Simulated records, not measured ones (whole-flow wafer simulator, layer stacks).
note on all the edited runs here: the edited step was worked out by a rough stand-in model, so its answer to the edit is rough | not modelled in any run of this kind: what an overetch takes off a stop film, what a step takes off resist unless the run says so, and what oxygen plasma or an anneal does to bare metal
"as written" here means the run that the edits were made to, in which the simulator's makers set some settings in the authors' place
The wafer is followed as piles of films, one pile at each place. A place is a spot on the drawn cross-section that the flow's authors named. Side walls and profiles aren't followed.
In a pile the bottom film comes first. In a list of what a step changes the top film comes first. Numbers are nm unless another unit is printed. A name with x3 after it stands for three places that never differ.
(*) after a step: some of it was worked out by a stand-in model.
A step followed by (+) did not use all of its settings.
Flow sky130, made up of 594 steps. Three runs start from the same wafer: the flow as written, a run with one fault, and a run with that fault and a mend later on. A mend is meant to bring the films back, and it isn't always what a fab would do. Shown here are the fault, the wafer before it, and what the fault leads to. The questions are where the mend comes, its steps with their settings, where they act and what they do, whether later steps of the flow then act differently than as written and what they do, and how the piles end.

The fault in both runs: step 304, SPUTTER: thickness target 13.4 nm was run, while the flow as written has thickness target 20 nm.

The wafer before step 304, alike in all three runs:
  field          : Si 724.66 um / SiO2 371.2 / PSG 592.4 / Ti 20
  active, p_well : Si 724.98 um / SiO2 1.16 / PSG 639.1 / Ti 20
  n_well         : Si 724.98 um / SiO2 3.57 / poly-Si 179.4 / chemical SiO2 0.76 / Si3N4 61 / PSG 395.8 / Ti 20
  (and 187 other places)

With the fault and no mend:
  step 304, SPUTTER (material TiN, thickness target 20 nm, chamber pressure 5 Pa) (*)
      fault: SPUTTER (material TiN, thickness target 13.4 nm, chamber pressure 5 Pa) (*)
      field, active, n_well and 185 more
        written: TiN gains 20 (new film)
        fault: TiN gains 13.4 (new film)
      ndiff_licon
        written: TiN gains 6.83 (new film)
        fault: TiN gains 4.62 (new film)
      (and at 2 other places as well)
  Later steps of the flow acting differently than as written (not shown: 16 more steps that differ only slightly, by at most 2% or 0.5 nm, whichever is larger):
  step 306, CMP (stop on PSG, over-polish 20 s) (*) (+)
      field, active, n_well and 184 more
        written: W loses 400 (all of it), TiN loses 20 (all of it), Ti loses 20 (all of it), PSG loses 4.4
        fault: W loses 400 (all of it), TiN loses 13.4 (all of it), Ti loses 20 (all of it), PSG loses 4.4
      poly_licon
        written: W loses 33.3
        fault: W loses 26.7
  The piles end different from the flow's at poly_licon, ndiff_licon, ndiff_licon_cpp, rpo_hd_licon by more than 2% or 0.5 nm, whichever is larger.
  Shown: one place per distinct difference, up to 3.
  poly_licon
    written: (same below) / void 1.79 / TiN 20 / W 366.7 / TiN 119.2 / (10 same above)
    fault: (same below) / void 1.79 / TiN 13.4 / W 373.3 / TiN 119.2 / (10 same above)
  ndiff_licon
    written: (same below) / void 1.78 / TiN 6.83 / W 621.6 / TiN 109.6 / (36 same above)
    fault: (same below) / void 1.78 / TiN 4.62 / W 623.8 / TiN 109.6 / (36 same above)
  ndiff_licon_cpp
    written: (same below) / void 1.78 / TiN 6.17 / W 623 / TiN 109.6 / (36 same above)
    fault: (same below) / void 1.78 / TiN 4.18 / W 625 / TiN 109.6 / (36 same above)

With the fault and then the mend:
  The mend stands after step 304.
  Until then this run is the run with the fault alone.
  step 304a, SPUTTER (material TiN, thickness target 6.6 nm, chamber pressure 5 Pa) (*) (a further turn of the flow's step 304, with different settings)
      field, active, n_well and 185 more
        TiN gains 6.6
      ndiff_licon
        TiN gains 2.21
      ndiff_licon_cpp
        TiN gains 2
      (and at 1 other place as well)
  None of the later steps of the flow acts differently than as written at any place that is followed.
  At the end the piles are close to the flow's at the places that both follow, differing by at most 2% or 0.5 nm, whichever is larger.
